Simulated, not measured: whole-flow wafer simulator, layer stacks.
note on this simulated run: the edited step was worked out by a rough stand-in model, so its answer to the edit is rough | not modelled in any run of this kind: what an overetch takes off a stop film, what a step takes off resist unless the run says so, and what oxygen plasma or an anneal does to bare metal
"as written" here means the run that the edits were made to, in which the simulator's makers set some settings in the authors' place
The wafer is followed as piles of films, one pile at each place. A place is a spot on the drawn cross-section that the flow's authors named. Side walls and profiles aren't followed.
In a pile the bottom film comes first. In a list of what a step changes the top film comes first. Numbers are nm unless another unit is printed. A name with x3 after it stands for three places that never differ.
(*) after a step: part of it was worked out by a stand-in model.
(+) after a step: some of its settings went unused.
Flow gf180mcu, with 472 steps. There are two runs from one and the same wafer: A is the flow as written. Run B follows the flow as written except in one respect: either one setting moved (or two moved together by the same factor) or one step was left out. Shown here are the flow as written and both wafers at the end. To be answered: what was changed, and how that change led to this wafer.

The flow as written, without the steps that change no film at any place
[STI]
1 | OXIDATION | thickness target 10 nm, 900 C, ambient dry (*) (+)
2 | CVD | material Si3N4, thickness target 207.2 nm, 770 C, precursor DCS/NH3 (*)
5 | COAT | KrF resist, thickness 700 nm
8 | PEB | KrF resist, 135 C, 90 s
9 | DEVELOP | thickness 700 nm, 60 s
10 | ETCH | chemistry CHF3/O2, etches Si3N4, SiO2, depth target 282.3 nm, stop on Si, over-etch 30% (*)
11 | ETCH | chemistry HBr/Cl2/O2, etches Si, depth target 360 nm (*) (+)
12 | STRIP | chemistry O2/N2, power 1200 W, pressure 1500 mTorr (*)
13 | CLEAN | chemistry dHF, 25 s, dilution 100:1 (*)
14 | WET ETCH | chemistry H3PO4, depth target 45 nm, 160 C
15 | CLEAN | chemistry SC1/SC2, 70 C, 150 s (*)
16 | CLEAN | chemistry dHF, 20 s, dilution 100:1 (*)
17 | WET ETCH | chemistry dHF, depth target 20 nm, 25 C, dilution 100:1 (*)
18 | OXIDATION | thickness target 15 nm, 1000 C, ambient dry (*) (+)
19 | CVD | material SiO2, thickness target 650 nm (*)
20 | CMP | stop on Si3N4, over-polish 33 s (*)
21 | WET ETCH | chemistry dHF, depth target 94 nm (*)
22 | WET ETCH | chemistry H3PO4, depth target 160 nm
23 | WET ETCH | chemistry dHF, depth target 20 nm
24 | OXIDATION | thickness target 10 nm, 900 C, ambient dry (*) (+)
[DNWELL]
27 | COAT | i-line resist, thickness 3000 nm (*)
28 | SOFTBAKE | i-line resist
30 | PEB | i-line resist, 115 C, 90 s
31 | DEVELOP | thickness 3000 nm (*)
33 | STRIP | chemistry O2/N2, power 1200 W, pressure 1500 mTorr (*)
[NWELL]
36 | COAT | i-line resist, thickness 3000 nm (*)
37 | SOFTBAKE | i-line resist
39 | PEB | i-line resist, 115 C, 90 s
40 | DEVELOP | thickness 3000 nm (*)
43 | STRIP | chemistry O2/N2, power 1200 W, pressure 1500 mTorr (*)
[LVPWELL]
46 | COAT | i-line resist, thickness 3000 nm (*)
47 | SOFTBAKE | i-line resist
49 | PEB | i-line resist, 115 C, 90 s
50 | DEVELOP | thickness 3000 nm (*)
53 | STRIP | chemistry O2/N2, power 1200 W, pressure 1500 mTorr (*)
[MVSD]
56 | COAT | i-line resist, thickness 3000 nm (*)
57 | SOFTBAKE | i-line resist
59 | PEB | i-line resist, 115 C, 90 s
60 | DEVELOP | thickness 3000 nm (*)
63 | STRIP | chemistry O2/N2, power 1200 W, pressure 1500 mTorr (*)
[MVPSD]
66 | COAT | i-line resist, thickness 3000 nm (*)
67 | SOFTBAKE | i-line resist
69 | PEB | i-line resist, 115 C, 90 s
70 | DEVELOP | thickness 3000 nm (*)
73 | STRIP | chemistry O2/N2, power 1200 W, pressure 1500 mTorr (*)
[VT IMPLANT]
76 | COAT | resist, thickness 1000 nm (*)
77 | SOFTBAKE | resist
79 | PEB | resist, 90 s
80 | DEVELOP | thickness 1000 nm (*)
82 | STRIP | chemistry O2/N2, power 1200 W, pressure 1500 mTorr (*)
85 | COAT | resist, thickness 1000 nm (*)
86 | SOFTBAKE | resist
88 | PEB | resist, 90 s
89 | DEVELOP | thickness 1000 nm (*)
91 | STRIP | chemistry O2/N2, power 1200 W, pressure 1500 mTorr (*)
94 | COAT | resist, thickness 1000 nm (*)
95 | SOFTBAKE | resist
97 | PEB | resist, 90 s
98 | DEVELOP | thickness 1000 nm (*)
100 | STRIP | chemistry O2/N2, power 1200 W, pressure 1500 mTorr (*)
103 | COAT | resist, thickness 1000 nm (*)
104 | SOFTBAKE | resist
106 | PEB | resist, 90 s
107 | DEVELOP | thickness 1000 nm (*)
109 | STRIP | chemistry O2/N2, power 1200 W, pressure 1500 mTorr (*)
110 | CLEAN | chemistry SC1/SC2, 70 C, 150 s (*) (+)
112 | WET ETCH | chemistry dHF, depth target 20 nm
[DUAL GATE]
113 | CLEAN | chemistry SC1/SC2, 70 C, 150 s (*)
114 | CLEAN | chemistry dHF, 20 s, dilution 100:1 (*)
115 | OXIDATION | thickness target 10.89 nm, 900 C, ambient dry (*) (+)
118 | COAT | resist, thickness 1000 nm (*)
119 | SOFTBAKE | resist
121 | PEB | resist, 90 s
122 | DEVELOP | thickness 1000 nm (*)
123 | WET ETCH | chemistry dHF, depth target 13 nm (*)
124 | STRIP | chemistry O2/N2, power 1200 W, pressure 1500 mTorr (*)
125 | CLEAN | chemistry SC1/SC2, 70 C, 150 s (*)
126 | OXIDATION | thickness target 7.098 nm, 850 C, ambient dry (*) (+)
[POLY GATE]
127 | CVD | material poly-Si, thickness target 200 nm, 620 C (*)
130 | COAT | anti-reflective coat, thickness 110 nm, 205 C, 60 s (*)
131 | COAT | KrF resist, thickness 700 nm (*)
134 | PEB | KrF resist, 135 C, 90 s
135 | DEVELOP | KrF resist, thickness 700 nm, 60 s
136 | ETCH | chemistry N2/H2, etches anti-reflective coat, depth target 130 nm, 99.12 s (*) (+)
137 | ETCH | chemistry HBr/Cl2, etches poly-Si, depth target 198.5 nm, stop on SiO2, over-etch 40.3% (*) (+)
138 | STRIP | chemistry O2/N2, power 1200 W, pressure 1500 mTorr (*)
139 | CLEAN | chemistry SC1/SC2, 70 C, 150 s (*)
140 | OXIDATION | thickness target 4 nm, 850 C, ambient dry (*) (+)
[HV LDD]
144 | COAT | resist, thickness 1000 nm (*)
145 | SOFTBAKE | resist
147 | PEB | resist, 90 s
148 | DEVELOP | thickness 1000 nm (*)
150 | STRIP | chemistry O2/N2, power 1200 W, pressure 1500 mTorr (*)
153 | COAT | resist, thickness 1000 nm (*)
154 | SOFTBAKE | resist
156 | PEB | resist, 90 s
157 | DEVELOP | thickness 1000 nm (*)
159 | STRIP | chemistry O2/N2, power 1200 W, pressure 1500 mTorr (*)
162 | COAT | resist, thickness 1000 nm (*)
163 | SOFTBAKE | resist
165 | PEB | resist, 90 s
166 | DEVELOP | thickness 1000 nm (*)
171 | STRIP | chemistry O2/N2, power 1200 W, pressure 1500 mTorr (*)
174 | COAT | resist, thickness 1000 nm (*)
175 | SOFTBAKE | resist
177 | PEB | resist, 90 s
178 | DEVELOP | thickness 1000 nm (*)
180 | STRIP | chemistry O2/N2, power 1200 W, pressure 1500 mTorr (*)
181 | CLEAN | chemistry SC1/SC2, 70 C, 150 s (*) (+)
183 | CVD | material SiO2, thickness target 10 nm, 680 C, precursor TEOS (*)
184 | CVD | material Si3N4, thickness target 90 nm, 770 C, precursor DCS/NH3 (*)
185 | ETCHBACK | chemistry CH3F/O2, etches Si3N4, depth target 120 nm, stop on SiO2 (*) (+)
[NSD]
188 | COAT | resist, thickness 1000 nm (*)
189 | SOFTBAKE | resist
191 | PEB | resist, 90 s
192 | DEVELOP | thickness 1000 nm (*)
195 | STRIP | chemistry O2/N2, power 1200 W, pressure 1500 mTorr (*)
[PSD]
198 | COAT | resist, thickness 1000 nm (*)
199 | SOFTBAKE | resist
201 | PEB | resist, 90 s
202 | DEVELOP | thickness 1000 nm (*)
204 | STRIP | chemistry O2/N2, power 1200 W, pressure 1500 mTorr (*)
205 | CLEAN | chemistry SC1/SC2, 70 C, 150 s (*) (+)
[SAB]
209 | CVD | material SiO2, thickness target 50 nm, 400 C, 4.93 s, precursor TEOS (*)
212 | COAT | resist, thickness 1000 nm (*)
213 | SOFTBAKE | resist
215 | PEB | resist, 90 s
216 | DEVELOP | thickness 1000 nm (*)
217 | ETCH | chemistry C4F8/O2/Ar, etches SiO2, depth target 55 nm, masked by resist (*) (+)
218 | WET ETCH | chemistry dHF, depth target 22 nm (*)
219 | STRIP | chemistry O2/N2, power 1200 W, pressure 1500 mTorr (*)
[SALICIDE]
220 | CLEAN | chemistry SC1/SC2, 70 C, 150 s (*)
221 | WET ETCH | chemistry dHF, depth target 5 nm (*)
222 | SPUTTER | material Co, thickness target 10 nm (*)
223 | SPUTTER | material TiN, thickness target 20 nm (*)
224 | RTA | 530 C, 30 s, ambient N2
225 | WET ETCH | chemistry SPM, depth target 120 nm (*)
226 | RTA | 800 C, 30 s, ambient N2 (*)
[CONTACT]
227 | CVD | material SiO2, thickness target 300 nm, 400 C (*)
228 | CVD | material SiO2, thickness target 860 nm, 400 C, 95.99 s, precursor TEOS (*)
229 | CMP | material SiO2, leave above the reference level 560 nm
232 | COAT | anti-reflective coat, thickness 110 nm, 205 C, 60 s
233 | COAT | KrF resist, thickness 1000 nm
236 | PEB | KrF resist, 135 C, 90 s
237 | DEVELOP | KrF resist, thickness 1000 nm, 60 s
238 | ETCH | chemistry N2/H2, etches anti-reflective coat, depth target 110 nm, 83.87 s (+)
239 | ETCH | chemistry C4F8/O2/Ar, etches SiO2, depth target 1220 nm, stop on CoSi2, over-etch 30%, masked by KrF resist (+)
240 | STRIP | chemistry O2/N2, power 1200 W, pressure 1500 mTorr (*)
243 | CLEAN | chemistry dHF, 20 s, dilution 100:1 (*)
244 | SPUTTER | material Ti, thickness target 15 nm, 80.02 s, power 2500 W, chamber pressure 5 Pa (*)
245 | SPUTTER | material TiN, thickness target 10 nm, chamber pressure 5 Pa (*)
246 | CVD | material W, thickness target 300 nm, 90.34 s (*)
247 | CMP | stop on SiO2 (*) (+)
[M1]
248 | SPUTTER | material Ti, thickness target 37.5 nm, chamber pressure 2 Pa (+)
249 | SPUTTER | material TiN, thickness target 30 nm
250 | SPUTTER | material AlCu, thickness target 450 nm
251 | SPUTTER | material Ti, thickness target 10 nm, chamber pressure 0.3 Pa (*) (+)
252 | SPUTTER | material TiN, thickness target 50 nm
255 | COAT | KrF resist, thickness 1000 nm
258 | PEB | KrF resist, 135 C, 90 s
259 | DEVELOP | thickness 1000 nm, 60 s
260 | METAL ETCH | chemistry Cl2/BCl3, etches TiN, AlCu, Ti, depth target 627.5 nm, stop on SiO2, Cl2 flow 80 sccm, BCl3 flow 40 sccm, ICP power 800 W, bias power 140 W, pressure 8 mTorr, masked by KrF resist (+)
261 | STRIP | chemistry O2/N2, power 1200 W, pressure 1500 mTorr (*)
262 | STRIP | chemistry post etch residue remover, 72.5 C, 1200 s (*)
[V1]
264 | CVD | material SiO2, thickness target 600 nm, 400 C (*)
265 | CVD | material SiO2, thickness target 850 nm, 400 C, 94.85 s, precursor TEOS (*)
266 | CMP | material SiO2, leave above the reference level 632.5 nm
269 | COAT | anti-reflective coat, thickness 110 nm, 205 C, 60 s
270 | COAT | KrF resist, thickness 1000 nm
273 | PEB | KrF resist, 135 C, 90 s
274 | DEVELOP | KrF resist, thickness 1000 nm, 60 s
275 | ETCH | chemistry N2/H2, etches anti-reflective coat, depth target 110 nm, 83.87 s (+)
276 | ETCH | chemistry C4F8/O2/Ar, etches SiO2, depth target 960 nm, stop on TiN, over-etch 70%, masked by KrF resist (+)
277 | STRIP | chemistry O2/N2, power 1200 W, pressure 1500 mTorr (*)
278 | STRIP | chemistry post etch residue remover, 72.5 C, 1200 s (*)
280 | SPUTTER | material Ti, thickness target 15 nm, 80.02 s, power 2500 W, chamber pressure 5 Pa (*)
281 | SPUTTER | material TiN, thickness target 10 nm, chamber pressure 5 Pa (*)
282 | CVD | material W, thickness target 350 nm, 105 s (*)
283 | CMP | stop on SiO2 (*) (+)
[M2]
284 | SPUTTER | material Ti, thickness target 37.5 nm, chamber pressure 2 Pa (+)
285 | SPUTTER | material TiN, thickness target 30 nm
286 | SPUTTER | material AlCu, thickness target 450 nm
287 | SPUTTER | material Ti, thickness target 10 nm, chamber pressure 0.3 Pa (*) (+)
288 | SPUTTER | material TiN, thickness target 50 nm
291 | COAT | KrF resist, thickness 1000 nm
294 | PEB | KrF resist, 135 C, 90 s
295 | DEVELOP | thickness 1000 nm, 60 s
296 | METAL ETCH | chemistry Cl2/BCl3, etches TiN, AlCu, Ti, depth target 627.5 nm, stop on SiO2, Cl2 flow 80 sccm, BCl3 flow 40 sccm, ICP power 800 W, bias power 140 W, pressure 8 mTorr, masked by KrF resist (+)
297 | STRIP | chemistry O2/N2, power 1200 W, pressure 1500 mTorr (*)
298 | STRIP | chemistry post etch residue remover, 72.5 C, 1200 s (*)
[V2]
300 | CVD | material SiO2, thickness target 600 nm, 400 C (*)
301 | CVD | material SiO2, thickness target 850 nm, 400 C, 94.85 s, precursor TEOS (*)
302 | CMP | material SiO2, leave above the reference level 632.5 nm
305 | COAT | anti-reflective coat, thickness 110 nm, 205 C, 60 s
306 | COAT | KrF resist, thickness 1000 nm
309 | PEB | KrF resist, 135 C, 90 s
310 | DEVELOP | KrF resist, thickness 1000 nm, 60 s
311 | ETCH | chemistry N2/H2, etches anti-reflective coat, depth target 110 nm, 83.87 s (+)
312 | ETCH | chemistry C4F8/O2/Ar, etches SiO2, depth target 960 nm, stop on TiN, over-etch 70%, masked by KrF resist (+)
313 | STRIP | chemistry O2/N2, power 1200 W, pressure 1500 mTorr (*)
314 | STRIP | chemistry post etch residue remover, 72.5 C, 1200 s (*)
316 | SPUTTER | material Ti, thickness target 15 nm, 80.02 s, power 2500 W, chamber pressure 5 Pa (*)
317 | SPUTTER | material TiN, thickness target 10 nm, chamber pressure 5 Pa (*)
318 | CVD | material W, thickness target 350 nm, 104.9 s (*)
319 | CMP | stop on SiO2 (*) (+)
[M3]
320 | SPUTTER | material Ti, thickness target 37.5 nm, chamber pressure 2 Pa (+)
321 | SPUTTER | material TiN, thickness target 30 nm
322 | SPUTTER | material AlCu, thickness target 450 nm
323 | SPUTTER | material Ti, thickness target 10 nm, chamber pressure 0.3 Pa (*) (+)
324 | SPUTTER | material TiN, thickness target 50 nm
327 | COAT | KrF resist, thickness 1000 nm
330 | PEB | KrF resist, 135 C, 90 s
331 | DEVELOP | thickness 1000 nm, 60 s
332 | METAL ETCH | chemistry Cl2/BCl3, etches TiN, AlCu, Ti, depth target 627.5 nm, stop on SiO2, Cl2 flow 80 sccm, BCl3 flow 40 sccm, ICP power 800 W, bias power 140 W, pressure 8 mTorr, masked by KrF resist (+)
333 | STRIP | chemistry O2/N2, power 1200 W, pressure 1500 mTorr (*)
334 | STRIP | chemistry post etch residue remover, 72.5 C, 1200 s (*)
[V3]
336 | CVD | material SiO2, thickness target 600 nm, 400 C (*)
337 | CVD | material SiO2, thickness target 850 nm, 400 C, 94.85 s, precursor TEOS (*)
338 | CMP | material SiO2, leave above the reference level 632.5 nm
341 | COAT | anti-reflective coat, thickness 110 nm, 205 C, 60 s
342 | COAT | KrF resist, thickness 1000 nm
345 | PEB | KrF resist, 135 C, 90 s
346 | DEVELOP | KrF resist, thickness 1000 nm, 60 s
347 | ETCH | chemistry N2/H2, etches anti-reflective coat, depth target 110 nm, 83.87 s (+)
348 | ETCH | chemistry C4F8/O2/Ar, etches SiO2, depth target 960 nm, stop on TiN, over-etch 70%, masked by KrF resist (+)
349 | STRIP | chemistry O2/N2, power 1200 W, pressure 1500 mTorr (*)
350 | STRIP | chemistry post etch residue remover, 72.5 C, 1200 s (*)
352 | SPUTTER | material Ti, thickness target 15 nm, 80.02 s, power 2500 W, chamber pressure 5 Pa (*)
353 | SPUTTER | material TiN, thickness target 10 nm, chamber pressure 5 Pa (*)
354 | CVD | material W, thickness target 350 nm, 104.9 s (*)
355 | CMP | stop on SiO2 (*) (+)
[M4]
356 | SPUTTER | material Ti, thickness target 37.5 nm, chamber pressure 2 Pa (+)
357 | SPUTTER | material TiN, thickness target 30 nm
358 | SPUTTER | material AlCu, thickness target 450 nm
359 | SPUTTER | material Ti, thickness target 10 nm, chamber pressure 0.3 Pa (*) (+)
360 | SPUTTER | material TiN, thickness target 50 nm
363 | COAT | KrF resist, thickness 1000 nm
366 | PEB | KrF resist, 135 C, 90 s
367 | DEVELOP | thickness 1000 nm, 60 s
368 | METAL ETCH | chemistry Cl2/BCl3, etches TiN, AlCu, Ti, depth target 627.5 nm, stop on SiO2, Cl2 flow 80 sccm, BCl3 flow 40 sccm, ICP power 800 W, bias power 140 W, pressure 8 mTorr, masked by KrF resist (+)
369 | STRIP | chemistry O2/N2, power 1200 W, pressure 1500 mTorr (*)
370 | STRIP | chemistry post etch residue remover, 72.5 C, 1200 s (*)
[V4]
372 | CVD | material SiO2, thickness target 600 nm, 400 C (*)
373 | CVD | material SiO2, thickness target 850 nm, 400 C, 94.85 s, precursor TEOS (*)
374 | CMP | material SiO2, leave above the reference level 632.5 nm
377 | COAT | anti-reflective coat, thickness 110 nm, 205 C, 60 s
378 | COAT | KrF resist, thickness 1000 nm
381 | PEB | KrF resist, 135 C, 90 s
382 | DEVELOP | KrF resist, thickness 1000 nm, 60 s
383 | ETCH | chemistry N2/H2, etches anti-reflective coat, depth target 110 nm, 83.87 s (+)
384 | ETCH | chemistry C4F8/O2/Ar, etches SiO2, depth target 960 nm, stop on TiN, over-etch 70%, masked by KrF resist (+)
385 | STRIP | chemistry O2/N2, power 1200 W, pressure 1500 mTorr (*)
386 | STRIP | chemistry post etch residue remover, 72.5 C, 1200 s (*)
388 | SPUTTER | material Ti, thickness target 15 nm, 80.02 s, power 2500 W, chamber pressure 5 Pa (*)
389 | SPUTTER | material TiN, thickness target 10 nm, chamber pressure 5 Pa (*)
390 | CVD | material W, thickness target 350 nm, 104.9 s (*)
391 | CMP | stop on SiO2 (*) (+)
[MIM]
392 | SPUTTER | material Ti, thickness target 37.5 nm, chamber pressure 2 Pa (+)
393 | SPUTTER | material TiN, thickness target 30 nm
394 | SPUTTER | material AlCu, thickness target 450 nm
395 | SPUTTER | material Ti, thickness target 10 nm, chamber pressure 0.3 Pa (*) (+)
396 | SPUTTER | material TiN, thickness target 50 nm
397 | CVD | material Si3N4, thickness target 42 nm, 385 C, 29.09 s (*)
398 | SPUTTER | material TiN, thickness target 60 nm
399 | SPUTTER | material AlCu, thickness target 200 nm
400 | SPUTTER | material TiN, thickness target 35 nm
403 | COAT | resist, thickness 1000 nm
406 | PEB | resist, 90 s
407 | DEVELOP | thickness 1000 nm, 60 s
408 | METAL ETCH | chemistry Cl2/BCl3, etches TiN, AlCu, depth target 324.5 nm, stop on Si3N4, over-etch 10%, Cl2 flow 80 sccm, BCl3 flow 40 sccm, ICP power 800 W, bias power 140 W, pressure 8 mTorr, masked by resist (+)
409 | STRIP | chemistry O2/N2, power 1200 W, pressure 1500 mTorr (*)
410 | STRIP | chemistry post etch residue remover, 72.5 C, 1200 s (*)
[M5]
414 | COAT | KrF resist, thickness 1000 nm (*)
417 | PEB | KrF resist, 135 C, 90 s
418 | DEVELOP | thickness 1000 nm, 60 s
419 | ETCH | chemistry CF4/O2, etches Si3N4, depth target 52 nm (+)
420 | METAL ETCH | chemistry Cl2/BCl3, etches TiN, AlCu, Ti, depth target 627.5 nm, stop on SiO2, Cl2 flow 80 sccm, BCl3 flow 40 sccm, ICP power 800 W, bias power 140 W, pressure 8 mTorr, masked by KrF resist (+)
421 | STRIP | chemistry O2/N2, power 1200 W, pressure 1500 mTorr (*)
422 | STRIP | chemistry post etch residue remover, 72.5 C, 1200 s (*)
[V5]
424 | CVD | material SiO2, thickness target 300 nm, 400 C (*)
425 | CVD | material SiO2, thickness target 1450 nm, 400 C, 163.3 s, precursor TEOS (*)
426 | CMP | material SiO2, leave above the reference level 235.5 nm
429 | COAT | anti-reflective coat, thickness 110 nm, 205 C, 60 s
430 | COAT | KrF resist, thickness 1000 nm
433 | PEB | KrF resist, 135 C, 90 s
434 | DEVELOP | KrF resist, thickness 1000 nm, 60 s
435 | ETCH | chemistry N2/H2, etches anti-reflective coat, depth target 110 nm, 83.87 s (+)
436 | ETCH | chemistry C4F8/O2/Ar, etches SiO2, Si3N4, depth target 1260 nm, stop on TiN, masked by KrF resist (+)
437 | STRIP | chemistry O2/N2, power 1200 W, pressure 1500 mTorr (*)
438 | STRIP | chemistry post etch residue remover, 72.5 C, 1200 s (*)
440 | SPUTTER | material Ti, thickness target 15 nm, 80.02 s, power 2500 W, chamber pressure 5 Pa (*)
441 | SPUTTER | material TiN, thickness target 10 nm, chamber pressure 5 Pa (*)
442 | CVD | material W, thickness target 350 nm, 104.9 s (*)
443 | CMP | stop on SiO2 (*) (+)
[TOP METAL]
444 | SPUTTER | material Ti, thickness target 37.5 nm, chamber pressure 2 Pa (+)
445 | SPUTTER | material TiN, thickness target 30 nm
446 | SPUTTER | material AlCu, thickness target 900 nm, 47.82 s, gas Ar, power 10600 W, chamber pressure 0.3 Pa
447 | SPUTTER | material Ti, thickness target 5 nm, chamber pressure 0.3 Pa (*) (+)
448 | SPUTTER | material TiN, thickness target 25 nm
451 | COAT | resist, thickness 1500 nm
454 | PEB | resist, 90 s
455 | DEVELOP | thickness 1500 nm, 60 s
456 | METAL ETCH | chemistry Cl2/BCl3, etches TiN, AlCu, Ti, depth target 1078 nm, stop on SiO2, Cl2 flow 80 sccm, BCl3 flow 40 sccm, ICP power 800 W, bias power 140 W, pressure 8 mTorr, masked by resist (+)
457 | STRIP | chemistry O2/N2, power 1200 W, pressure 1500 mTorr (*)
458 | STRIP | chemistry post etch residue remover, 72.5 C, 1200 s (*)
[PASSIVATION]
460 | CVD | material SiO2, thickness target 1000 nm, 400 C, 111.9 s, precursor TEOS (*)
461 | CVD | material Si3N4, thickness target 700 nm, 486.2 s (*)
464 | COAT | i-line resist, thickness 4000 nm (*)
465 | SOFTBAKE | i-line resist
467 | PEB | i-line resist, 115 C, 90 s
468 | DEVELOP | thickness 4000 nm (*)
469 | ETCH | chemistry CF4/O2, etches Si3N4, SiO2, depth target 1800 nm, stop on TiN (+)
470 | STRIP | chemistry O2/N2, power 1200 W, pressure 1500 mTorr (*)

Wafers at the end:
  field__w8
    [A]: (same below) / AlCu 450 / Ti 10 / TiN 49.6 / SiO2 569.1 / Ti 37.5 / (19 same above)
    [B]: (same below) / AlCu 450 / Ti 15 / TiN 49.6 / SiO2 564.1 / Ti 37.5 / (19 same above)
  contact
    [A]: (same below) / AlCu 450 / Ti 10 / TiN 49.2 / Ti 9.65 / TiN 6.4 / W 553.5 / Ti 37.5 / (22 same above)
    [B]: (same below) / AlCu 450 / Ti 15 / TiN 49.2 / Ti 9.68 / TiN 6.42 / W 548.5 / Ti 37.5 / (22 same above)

What caused this: step 323, SPUTTER: thickness target 15 nm was run, while the flow as written has thickness target 10 nm.
The wafer itself shows it: field__w8 has Ti 15, and step 323 as written asks for 10 nm.

Step by step, how the change led to this:
  323 | SPUTTER | material Ti, thickness target 10 nm, chamber pressure 0.3 Pa (*) (+)
      field, field__w1, field__w2 and 108 more: A Ti gains 10 (new film) | B Ti gains 15 (new film)
  332 | METAL ETCH | chemistry Cl2/BCl3, etches TiN, AlCu, Ti, depth target 627.5 nm, stop on SiO2, Cl2 flow 80 sccm, BCl3 flow 40 sccm, ICP power 800 W, bias power 140 W, pressure 8 mTorr, masked by KrF resist (+)
      field, field__w1, field__w2 and 103 more: A TiN loses 50 (all of it), Ti loses 10 (all of it), AlCu loses 450 (all of it), TiN loses 30 (all of it), Ti loses 37.5 (all of it) | B TiN loses 50 (all of it), Ti loses 15 (all of it), AlCu loses 450 (all of it), TiN loses 30 (all of it), Ti loses 37.5 (all of it)
